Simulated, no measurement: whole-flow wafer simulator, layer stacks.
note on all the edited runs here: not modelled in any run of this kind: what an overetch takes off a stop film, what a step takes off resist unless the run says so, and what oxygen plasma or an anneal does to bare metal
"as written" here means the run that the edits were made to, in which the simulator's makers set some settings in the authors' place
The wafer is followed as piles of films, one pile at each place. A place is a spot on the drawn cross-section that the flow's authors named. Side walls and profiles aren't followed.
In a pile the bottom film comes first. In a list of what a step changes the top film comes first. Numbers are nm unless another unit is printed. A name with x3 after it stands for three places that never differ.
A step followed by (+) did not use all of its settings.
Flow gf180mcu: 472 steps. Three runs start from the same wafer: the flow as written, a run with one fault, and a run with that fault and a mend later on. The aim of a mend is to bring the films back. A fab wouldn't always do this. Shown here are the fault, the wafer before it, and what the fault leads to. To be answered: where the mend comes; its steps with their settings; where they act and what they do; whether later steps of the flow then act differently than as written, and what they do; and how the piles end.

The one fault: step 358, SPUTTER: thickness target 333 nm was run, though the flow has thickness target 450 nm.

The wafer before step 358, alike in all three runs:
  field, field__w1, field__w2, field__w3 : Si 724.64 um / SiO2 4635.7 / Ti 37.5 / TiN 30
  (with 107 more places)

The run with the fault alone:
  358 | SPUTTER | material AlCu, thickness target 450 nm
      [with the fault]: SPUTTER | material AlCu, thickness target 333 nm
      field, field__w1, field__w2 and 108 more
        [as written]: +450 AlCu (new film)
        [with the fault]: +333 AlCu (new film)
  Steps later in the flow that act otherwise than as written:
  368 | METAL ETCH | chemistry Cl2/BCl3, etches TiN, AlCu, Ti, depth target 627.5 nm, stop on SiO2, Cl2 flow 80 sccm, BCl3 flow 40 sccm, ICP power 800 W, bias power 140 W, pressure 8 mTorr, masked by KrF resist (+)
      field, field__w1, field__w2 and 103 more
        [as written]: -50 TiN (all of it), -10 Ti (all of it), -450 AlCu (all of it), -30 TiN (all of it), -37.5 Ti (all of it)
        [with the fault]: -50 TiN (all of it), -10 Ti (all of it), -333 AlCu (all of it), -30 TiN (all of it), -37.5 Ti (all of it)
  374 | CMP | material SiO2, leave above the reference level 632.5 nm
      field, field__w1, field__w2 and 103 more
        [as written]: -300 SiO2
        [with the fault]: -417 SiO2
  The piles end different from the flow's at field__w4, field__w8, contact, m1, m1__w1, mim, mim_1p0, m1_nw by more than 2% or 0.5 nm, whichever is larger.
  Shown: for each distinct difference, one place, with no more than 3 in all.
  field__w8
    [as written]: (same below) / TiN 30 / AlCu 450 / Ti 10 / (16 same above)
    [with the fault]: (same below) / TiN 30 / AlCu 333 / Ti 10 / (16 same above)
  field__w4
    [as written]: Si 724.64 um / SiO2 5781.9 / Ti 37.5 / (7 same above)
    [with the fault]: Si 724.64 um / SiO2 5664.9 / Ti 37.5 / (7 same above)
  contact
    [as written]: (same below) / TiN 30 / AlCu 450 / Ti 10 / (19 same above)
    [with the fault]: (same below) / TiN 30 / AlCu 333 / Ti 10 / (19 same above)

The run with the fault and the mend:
  After step 358 comes the mend.
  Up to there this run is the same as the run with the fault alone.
  358a | SPUTTER | material AlCu, thickness target 117 nm (the flow's step 358 again, with other settings)
      field, field__w1, field__w2 and 108 more
        +117 AlCu
  Every later step of the flow that is run acts as written at every place that is followed.
  By the end, the piles equal the flow's at every place that both follow.
